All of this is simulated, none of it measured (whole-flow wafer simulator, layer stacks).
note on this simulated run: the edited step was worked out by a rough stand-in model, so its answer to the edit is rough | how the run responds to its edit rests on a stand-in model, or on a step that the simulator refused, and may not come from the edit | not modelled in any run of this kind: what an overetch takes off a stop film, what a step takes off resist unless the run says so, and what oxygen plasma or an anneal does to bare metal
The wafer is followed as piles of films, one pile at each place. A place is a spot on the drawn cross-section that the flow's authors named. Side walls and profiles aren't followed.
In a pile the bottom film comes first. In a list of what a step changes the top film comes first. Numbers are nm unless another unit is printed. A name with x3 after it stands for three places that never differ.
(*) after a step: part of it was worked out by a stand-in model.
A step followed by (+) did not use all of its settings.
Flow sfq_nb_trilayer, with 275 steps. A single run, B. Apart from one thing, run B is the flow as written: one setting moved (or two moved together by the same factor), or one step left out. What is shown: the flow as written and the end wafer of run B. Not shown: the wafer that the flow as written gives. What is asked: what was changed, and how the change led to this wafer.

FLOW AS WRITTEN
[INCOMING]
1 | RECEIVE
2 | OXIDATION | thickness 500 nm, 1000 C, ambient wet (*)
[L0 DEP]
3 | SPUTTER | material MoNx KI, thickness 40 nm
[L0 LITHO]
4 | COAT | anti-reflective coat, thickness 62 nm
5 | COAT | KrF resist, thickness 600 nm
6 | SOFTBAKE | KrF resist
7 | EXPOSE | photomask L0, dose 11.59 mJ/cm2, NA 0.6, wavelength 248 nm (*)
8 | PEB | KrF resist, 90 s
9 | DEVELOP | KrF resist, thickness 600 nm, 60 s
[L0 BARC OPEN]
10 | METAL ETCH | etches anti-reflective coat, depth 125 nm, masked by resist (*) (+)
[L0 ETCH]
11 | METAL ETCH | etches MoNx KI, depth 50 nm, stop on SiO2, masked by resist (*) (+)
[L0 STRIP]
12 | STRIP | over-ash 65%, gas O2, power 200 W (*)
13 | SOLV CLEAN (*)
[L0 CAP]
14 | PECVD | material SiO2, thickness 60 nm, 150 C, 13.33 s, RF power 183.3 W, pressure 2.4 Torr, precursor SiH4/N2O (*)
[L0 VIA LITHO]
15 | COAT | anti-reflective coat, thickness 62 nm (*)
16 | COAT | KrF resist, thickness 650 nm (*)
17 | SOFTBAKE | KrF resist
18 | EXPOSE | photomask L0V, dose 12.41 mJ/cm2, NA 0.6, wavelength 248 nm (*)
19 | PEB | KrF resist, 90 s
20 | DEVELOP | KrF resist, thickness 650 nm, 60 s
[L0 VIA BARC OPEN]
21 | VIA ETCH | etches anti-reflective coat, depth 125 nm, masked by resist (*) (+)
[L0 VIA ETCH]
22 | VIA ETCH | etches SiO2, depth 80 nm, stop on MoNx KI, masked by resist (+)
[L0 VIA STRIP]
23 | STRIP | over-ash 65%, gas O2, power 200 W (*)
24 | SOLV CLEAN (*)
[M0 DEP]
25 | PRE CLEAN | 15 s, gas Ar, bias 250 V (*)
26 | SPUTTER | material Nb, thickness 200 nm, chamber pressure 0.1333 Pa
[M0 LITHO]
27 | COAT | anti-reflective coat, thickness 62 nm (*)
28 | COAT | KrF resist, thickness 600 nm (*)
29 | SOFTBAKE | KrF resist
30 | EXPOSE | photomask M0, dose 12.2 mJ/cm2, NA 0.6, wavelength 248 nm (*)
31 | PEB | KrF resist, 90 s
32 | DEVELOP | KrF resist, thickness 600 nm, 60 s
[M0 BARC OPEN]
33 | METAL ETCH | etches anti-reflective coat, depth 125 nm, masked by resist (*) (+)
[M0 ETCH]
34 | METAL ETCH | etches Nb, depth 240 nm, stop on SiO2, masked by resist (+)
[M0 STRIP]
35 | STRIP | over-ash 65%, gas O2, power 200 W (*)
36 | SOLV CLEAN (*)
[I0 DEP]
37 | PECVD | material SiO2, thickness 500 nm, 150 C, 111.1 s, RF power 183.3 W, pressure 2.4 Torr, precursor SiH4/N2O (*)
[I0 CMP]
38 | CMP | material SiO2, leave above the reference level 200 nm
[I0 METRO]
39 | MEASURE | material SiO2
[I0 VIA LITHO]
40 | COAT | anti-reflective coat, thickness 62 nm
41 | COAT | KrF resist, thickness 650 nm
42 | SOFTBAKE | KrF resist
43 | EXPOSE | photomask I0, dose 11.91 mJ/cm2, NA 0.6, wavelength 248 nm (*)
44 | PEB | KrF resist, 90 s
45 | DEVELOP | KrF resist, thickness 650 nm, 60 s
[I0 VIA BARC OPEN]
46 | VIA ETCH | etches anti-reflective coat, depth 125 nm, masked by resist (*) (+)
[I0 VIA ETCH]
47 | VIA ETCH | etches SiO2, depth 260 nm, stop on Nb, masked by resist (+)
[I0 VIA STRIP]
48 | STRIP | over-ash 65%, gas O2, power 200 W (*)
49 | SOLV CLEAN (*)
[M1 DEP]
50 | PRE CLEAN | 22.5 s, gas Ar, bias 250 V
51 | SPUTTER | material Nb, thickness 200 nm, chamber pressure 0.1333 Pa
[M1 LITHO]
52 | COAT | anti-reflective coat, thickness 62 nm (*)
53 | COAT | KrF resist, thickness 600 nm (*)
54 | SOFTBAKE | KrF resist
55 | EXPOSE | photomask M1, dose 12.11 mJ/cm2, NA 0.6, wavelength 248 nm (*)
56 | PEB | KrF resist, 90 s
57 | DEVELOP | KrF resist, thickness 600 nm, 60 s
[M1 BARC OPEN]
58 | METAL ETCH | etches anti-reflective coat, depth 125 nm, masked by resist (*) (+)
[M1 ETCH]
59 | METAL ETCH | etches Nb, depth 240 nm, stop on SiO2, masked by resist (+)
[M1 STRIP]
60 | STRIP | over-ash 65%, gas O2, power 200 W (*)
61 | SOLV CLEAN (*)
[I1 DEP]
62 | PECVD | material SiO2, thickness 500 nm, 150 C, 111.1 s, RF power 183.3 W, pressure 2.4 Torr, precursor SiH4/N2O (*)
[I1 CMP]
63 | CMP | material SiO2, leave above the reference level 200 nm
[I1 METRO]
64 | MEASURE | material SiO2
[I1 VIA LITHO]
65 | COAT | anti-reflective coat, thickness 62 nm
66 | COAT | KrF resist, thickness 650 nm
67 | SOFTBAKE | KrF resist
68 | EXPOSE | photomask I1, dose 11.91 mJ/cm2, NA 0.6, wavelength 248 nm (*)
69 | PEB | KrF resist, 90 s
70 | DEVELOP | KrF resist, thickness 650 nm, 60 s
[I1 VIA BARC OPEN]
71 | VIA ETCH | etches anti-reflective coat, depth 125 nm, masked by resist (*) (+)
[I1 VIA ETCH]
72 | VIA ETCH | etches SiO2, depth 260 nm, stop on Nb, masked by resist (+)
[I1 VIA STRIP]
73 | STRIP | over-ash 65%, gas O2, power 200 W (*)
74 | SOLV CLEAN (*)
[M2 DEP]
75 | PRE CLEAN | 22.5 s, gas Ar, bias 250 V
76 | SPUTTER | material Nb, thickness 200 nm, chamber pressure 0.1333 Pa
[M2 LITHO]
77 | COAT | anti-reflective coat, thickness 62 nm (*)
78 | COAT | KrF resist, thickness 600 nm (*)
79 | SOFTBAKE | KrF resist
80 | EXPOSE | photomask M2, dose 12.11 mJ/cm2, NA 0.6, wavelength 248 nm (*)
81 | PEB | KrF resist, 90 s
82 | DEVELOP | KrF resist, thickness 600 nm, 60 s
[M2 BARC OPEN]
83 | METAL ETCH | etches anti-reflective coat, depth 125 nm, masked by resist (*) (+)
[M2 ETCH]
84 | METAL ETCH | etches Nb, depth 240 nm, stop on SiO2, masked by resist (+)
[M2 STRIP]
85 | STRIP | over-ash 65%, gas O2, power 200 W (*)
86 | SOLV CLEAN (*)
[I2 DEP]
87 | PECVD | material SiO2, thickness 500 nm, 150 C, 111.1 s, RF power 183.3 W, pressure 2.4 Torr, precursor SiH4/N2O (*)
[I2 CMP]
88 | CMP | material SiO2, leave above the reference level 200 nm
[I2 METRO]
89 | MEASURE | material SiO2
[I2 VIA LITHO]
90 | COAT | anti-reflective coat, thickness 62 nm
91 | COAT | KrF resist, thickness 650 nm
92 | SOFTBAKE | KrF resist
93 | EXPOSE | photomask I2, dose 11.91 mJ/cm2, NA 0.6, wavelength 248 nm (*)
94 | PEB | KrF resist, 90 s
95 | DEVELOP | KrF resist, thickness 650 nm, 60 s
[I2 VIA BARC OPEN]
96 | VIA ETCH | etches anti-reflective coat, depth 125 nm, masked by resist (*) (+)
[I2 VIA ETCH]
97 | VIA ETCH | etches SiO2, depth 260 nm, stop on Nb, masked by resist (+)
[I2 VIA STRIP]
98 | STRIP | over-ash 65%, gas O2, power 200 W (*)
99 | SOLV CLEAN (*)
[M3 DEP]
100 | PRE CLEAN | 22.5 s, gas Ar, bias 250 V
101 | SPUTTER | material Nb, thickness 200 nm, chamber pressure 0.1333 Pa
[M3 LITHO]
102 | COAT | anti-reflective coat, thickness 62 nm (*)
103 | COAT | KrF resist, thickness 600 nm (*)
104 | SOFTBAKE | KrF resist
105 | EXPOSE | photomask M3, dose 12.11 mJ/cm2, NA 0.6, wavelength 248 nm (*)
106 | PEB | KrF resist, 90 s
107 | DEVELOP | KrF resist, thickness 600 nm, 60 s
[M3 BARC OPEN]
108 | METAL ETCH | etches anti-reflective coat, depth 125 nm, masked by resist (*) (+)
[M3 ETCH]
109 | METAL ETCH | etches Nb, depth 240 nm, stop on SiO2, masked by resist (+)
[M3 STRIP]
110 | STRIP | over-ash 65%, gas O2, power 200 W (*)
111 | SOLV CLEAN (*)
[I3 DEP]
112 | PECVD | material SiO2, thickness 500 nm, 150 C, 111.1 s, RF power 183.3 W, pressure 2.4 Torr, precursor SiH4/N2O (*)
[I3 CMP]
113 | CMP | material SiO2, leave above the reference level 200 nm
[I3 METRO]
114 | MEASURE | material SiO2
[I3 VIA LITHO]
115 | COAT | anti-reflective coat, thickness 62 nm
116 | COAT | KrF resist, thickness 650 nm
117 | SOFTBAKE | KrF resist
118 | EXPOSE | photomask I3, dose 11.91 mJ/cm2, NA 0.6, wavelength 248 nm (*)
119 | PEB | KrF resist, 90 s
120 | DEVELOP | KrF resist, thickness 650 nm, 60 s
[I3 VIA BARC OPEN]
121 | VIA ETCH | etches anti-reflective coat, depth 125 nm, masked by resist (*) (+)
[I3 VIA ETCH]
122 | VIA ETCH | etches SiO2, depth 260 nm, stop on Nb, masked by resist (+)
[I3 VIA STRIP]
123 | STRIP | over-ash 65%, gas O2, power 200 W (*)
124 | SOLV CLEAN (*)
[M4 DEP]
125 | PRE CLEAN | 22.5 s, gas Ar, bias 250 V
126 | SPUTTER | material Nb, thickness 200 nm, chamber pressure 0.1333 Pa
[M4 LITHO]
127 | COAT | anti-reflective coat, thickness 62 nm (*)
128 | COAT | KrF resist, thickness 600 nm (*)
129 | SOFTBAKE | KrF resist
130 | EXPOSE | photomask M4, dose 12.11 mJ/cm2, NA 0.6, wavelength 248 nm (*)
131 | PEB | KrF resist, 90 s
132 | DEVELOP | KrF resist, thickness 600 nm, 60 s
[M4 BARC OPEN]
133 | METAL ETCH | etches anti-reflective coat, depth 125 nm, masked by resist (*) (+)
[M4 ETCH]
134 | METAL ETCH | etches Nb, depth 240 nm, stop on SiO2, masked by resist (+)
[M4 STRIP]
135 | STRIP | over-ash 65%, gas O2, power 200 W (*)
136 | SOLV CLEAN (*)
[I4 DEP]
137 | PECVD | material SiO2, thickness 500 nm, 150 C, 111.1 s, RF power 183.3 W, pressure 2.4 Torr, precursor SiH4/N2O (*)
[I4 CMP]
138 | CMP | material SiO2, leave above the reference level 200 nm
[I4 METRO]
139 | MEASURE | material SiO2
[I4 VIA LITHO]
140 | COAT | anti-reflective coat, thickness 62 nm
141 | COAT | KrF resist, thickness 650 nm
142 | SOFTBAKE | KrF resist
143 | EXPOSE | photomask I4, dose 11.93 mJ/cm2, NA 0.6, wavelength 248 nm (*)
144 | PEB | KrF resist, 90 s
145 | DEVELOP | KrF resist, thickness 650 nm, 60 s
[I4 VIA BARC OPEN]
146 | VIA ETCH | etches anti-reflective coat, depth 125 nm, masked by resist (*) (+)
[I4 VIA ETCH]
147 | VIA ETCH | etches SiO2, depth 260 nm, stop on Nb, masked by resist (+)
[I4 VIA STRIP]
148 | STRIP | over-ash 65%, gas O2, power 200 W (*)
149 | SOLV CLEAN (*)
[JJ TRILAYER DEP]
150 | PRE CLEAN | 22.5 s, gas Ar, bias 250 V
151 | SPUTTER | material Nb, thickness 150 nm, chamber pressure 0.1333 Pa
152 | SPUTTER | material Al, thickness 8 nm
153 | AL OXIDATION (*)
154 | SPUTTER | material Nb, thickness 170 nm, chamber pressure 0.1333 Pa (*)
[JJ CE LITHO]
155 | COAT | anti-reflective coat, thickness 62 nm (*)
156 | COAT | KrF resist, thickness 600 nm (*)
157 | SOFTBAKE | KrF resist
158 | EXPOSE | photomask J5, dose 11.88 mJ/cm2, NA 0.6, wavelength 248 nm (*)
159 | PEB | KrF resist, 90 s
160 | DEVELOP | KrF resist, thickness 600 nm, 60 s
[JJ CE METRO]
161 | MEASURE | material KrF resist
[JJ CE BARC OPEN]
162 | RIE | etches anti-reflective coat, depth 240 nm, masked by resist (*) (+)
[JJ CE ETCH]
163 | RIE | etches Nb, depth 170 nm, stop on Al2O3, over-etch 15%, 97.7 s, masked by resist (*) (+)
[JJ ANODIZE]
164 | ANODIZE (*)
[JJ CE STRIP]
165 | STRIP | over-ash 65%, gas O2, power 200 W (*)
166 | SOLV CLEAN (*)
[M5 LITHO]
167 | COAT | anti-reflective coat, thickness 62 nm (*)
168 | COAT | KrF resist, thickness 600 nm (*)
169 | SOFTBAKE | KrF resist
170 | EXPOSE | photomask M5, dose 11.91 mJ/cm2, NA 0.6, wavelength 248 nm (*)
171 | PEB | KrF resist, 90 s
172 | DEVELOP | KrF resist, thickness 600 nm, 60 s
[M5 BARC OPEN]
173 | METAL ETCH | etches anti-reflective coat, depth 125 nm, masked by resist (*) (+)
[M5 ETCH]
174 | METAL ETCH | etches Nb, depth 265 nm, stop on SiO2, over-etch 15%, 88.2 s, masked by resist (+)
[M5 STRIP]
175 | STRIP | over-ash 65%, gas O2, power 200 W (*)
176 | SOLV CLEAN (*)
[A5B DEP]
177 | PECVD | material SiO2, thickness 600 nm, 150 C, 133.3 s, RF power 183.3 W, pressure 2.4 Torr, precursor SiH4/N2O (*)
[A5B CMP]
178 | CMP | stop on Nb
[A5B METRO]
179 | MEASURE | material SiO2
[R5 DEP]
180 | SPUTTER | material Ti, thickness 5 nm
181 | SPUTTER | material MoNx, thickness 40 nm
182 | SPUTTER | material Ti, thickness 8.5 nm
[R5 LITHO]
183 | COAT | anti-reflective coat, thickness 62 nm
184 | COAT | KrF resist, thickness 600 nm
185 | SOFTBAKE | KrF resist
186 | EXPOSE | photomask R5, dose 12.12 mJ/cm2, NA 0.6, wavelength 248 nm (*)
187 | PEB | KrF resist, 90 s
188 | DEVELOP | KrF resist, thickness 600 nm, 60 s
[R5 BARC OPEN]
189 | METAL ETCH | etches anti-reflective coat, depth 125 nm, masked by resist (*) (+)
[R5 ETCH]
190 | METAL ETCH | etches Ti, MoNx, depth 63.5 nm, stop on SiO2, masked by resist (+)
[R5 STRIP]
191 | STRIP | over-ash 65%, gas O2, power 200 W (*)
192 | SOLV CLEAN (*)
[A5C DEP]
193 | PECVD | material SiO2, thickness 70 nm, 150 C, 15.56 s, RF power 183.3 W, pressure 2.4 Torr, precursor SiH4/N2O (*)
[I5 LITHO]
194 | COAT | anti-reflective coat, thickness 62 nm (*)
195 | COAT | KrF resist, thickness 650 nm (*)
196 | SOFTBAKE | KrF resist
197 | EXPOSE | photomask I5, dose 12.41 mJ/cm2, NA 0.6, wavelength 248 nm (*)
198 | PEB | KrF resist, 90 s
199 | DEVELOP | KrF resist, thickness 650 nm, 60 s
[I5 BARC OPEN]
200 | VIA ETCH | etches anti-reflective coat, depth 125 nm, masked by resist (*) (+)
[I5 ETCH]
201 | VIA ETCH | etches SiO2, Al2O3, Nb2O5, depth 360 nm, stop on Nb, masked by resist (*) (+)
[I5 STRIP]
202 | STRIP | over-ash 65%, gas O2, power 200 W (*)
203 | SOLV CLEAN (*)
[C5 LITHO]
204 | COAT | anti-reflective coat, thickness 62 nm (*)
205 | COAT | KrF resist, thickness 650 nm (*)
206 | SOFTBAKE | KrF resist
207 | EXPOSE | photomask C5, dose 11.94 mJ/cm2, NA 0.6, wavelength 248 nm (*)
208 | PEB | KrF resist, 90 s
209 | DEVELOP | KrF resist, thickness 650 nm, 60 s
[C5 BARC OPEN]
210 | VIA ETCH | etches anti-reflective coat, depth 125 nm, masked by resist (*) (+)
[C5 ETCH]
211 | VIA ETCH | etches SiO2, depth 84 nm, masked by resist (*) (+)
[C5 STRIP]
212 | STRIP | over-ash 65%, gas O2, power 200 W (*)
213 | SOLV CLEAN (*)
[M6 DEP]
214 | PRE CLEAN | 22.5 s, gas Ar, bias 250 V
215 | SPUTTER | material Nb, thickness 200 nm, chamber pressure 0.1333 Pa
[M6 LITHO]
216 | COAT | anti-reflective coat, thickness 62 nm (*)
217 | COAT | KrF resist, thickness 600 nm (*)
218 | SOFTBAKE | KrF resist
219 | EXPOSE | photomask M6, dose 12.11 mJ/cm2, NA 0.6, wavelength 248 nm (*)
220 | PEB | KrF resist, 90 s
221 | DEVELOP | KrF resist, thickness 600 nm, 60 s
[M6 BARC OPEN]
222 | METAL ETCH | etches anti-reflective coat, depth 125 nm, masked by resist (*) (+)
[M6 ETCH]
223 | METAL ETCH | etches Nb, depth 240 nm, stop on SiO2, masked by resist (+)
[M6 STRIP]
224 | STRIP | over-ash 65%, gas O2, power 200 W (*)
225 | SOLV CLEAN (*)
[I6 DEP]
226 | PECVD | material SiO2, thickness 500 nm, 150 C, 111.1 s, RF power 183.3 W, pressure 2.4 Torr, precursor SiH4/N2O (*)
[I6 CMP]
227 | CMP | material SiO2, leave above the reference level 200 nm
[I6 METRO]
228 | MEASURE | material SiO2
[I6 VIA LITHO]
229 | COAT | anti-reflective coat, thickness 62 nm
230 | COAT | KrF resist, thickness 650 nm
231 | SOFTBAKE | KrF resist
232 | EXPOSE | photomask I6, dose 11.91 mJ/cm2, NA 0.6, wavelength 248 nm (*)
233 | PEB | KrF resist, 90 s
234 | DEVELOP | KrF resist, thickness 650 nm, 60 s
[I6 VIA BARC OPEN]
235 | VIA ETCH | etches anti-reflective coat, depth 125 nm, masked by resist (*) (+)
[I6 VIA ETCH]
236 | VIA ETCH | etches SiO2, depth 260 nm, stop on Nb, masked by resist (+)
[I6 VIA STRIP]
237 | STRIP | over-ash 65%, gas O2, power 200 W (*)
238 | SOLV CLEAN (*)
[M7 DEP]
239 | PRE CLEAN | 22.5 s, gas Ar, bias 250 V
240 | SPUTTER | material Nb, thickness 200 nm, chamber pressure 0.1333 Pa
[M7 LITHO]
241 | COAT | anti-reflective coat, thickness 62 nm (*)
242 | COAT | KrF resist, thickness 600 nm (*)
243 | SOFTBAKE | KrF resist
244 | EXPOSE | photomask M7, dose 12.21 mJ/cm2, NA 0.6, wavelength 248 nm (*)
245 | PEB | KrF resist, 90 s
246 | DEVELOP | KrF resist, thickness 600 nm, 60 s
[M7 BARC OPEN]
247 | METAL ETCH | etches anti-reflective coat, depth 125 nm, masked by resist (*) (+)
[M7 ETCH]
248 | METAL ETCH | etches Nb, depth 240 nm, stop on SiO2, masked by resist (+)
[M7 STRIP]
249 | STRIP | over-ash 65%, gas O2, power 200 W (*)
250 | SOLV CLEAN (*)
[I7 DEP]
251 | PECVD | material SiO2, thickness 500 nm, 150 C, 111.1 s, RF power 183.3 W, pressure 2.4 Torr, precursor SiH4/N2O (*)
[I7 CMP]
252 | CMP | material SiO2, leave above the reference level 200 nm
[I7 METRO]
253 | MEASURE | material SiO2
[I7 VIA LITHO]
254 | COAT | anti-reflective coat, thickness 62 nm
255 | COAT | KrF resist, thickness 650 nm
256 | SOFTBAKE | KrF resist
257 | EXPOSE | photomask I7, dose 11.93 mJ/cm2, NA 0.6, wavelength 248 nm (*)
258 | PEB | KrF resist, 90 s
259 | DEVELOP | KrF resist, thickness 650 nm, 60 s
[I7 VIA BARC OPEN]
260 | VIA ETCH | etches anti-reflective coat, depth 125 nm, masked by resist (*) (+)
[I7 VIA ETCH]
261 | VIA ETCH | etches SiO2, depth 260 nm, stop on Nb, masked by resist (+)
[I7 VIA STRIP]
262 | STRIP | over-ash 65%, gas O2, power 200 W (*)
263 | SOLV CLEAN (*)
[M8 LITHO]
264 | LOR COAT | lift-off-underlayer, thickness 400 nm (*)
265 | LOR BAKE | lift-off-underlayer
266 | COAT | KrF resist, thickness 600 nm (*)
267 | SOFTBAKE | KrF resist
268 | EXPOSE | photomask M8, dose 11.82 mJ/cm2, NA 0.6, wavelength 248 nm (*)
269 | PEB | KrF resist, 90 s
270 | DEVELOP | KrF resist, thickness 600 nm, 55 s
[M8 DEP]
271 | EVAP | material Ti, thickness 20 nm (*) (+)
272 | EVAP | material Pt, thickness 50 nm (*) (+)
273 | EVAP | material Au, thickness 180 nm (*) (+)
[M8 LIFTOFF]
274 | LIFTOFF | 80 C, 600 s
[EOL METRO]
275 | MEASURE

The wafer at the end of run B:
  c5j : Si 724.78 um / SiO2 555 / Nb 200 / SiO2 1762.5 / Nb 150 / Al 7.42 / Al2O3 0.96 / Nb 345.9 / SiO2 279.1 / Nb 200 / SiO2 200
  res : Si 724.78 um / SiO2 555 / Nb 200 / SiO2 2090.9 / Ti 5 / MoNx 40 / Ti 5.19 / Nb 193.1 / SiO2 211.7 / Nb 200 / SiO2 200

The reason: step 211, VIA ETCH: depth 66.4 nm was run, though the flow has depth 84 nm.

The path from the change to this, step by step:
  211 | VIA ETCH | etches SiO2, depth 84 nm, masked by resist (*) (+)
      c5j: SiO2 loses 66.4 (it would be, as written: SiO2 loses 69.9 (all of it), Nb loses 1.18)
      res: SiO2 loses 66.4 (it would be, as written: SiO2 loses 69.9 (all of it))
      (and at 104 other places as well)
  214 | PRE CLEAN | 22.5 s, gas Ar, bias 250 V
      c5j: SiO2 loses 3.49 (all of it), Nb loses 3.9 (it would be, as written: Nb loses 6.45)
      res: SiO2 loses 3.46 (all of it), Ti loses 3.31 (it would be, as written: Ti loses 4.53)
  216 | COAT | anti-reflective coat, thickness 62 nm (*)
      ce_l: anti-reflective coat gains 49 (new film) (it would be, as written: anti-reflective coat gains 48 (new film))
      c5j: anti-reflective coat gains 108 (new film) (it would be, as written: anti-reflective coat gains 110.7 (new film))
  224 | STRIP | over-ash 65%, gas O2, power 200 W (*)
      ce_l: KrF resist loses 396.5 (all of it), anti-reflective coat loses 49 (all of it) (it would be, as written: KrF resist loses 397.1 (all of it), anti-reflective coat loses 48 (all of it))
      c5j: KrF resist loses 416.3 (all of it), anti-reflective coat loses 108 (all of it) (it would be, as written: KrF resist loses 418.3 (all of it), anti-reflective coat loses 110.7 (all of it))
